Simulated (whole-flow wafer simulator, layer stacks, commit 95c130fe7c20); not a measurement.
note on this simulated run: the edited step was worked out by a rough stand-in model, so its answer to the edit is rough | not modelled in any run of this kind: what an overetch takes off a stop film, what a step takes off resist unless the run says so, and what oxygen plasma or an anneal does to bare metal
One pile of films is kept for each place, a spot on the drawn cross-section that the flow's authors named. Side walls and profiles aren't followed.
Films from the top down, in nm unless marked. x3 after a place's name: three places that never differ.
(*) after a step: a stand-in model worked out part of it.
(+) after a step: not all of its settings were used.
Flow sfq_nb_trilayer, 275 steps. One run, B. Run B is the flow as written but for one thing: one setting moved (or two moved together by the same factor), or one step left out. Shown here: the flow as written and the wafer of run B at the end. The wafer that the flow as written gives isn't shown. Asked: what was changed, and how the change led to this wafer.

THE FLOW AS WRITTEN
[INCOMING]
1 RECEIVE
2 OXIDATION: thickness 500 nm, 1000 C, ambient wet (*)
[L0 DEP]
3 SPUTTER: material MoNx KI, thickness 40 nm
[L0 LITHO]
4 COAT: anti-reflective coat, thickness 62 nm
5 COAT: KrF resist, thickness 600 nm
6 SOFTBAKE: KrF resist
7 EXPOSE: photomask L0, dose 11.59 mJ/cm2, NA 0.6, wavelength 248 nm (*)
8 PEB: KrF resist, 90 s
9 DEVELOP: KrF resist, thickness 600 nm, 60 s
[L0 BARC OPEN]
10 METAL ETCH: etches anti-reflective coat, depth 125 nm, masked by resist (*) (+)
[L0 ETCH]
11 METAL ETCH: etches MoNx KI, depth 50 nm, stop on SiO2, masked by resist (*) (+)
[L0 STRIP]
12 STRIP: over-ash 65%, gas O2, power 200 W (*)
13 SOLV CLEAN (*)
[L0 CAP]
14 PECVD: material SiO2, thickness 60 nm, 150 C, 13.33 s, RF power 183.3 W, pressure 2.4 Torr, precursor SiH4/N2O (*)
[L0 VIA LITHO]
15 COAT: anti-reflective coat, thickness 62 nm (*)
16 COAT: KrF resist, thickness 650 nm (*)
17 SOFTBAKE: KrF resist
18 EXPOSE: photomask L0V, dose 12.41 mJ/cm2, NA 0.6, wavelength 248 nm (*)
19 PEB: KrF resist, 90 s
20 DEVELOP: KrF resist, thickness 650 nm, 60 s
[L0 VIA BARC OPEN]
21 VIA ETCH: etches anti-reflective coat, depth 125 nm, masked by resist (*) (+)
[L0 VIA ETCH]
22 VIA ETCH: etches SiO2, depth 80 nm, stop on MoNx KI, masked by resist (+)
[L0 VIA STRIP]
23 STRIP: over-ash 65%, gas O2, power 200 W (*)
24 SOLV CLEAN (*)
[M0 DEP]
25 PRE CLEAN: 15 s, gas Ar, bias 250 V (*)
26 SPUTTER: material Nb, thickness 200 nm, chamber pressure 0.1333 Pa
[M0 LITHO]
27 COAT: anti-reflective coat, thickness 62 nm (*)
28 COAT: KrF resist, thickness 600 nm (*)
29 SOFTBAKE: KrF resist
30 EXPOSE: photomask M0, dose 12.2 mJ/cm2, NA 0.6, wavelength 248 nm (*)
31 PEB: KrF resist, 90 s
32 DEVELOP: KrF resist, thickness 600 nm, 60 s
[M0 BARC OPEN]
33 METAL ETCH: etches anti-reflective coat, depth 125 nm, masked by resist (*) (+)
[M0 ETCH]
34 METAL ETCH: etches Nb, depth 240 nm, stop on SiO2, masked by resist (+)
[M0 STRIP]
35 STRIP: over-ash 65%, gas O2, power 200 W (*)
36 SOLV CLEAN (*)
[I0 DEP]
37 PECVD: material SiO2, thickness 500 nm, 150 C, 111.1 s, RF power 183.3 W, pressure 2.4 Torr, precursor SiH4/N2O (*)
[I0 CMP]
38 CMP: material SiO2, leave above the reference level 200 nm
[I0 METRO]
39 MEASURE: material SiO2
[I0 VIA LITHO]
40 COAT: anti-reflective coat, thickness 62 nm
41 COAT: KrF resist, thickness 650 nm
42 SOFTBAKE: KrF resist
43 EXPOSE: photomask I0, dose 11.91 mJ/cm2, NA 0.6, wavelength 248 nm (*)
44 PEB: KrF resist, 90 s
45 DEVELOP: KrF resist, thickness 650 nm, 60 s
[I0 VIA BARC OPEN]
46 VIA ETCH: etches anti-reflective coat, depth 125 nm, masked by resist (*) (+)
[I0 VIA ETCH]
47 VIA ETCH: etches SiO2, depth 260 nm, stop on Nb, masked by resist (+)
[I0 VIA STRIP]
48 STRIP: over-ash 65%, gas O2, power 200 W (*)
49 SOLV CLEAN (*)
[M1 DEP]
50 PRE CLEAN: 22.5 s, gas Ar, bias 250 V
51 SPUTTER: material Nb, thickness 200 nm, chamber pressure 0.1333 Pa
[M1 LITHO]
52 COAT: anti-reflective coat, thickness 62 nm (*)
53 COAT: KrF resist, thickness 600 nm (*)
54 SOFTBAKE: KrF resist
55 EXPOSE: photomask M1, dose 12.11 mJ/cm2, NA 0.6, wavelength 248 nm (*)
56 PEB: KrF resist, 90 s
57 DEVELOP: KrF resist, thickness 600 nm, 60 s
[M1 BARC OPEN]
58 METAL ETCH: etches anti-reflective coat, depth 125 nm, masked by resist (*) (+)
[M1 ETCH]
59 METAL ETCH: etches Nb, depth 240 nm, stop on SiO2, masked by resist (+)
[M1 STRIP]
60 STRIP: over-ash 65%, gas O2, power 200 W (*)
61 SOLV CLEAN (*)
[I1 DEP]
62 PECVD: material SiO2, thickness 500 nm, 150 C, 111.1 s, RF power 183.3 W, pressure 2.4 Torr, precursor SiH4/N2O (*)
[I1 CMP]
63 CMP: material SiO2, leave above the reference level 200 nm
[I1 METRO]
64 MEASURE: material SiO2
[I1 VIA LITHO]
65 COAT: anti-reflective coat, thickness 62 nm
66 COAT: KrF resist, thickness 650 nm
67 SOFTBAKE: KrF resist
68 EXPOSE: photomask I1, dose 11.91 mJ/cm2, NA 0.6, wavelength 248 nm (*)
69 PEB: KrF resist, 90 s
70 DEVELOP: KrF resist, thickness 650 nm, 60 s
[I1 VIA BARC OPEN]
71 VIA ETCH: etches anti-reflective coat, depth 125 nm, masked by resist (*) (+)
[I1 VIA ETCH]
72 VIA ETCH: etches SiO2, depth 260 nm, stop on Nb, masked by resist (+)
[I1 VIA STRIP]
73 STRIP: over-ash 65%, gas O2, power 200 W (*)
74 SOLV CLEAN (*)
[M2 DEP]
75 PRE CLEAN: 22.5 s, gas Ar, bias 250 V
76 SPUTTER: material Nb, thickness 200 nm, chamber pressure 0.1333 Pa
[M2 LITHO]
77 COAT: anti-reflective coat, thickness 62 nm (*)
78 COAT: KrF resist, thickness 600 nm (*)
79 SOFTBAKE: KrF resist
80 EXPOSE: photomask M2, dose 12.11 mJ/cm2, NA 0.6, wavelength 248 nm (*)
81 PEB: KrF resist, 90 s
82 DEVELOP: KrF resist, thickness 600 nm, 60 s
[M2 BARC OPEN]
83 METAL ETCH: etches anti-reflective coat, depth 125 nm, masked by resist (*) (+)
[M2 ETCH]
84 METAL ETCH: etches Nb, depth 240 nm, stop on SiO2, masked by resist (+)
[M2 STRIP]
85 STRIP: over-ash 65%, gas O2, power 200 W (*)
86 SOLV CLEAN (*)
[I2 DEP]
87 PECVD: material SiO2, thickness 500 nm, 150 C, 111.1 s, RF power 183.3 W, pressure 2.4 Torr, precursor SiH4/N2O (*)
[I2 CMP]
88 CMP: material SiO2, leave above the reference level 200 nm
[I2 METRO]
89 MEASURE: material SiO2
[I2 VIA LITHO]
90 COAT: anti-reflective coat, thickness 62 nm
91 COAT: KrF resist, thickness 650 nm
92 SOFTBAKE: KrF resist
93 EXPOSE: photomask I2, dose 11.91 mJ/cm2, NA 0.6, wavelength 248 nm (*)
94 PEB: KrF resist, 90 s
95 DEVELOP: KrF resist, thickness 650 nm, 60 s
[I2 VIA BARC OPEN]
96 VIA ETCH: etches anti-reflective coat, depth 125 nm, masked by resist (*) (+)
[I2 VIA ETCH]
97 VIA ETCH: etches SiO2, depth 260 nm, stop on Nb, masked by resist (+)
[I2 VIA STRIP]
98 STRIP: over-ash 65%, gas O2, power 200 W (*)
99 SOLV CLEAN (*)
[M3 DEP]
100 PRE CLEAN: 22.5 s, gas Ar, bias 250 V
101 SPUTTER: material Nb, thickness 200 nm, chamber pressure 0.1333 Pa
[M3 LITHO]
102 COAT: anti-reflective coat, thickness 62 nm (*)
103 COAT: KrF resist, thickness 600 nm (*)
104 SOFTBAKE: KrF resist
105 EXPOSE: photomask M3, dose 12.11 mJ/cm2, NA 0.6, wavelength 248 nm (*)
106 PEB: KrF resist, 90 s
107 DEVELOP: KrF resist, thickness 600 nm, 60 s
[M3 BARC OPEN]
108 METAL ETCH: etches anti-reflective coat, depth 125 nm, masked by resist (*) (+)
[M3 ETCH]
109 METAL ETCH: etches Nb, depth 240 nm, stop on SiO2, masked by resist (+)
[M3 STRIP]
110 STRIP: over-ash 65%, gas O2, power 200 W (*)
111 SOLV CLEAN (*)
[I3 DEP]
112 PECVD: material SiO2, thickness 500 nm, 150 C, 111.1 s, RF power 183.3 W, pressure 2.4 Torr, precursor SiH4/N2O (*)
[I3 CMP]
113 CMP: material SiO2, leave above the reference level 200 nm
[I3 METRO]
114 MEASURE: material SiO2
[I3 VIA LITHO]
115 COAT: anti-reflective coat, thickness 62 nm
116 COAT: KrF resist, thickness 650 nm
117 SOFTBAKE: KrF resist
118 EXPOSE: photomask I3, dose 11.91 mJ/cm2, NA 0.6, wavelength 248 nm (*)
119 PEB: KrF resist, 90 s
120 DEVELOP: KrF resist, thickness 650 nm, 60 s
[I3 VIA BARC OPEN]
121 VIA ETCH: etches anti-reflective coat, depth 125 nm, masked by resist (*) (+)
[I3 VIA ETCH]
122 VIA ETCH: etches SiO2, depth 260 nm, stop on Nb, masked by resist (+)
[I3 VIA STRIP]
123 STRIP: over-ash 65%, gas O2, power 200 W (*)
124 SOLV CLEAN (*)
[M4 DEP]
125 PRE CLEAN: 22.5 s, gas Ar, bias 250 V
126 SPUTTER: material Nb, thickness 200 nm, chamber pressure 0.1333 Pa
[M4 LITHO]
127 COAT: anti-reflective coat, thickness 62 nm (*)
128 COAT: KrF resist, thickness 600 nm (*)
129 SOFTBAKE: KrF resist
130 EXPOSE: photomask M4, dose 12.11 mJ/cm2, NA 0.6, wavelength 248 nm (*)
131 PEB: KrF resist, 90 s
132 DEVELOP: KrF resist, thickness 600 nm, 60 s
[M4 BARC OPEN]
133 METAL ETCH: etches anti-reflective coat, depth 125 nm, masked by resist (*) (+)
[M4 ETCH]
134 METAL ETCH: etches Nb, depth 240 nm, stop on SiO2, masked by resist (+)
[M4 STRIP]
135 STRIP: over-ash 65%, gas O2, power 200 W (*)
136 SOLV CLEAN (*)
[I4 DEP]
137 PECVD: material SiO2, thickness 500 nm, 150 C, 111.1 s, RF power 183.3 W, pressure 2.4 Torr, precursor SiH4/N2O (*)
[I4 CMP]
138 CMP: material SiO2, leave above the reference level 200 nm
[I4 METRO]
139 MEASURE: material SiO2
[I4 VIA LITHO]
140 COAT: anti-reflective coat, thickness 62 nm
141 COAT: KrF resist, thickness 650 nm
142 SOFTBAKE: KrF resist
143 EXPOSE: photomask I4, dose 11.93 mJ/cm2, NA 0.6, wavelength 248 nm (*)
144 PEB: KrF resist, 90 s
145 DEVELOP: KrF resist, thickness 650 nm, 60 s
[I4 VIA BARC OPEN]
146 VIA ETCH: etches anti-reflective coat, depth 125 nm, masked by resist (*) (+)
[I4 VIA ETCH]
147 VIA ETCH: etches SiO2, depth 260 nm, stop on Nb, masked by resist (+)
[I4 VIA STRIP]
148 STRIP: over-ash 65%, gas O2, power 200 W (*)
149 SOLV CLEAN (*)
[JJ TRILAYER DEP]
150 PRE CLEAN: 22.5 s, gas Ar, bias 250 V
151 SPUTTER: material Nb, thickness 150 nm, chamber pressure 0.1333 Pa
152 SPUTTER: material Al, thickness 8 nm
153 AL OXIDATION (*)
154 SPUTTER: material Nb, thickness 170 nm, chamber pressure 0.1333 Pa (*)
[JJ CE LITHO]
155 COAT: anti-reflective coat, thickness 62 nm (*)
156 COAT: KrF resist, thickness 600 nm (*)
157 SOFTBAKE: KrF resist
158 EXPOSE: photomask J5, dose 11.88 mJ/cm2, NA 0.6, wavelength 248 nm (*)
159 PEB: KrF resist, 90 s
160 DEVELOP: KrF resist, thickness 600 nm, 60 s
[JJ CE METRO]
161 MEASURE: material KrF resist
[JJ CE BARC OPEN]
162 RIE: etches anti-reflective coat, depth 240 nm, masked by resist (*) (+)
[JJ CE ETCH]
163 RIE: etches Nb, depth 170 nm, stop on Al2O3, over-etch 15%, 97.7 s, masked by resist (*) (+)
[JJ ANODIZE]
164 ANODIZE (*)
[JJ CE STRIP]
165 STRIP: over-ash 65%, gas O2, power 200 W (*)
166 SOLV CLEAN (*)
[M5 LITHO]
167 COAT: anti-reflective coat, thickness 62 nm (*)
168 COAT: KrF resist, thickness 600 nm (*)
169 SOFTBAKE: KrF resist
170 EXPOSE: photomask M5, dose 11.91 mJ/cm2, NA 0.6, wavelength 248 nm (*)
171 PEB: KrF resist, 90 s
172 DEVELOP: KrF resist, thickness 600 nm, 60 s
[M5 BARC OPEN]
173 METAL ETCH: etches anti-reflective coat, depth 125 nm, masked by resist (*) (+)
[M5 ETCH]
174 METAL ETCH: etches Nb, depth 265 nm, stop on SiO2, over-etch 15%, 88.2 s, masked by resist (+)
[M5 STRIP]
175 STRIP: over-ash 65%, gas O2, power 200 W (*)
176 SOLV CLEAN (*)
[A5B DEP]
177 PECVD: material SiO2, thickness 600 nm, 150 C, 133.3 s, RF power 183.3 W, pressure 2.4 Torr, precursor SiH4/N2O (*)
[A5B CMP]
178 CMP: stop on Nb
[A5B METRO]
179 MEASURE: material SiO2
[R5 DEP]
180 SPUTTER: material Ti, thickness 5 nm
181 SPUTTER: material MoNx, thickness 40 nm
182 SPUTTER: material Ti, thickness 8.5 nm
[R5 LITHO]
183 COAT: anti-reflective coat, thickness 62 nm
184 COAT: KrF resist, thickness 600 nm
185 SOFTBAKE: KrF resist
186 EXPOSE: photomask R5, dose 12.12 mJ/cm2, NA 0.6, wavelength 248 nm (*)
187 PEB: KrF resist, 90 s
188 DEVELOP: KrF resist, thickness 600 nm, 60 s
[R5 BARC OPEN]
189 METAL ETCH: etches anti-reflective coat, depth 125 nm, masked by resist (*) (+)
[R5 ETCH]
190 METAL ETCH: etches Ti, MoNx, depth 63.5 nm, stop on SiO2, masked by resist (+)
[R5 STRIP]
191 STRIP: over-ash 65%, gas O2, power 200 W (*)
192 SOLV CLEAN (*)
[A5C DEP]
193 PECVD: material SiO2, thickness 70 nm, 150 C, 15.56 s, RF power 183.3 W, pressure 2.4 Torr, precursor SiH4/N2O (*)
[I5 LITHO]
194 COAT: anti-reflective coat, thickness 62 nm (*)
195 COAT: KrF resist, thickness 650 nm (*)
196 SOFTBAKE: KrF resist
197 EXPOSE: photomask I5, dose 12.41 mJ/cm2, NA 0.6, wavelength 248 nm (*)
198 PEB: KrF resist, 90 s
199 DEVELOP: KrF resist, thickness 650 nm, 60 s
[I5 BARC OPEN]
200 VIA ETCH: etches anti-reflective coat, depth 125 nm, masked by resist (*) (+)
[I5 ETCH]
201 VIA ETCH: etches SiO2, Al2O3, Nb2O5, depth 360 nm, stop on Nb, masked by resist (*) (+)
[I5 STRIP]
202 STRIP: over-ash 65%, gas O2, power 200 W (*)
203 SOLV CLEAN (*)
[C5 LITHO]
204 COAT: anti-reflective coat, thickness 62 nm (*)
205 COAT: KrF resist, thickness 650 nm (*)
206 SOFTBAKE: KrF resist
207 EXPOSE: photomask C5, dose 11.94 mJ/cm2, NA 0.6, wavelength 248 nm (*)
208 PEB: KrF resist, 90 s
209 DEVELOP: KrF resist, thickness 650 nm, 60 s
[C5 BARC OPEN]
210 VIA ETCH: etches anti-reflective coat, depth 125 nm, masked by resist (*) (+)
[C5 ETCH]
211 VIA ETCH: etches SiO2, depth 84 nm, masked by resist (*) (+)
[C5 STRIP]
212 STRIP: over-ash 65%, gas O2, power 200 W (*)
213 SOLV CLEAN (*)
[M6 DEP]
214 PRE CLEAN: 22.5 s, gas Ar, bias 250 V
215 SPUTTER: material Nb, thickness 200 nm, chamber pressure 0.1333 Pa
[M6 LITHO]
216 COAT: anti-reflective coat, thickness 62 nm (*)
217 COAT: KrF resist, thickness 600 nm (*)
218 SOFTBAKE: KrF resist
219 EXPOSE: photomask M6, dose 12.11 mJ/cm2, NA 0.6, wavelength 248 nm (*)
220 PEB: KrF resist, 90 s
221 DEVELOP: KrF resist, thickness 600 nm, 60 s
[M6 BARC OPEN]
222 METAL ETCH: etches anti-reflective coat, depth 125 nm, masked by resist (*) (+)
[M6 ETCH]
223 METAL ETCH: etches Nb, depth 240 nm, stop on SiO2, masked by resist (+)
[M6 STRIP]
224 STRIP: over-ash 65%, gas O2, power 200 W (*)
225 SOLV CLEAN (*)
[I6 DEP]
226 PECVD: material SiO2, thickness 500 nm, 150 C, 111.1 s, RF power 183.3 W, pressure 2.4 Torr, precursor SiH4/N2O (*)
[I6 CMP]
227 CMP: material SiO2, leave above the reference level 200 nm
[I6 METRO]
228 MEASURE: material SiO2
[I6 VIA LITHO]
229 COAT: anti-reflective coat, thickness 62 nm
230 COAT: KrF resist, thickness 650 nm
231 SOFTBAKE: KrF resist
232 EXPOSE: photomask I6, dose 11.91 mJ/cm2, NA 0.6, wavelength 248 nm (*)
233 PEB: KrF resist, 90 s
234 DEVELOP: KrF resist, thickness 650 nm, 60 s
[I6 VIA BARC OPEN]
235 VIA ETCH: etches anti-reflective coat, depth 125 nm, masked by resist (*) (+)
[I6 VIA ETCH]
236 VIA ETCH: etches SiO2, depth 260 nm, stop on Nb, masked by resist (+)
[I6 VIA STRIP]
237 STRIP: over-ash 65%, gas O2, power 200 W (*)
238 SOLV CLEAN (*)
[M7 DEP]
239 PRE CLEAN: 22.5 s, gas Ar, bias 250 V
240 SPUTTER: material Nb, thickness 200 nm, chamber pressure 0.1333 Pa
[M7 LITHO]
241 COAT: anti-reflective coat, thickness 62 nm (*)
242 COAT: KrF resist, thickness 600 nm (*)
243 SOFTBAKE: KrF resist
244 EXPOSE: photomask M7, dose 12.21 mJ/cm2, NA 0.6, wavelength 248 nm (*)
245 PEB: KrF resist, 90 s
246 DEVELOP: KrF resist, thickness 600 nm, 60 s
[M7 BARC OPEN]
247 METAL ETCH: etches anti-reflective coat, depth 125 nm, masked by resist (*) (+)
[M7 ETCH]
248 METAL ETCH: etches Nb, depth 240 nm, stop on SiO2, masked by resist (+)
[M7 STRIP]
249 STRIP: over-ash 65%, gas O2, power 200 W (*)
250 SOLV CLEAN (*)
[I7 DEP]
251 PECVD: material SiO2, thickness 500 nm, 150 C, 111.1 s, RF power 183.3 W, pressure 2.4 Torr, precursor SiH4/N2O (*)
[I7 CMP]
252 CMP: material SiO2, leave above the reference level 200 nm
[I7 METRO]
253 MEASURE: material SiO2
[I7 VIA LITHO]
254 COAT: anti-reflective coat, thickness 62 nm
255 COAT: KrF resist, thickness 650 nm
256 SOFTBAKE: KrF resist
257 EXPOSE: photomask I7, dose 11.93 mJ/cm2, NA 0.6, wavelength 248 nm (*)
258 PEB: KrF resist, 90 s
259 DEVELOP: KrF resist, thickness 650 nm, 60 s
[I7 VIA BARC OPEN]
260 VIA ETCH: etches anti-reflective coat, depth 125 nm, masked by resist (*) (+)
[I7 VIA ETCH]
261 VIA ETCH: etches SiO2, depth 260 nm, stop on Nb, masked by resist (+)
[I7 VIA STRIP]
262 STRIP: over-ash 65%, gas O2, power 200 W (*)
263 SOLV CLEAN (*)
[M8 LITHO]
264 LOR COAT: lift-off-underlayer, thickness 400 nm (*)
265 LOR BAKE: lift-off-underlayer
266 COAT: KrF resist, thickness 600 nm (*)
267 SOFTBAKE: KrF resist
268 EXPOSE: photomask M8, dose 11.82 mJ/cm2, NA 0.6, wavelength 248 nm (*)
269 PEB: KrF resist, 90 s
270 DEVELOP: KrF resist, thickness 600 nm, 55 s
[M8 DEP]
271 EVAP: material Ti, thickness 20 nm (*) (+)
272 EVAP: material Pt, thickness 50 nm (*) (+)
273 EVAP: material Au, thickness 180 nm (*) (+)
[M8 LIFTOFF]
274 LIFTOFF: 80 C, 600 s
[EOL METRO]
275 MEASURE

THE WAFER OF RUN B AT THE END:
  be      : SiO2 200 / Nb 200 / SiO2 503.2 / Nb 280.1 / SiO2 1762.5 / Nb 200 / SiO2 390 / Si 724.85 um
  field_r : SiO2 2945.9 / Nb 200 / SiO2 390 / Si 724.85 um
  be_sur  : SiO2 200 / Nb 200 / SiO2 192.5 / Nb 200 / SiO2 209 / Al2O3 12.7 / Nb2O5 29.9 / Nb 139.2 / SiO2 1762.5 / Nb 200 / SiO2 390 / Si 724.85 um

The cause: step 2, OXIDATION: thickness 335 nm was run, where the flow has thickness 500 nm.

How the change led to this, step by step:
  2 OXIDATION: thickness 500 nm, 1000 C, ambient wet (*)
      field_l, v_sur, via_wl and 103 more: SiO2 +335 (new film), chemical SiO2 -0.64 (all of it), Si -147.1 (as written it would be: SiO2 +500 (new film), chemical SiO2 -0.64 (all of it), Si -219.7)
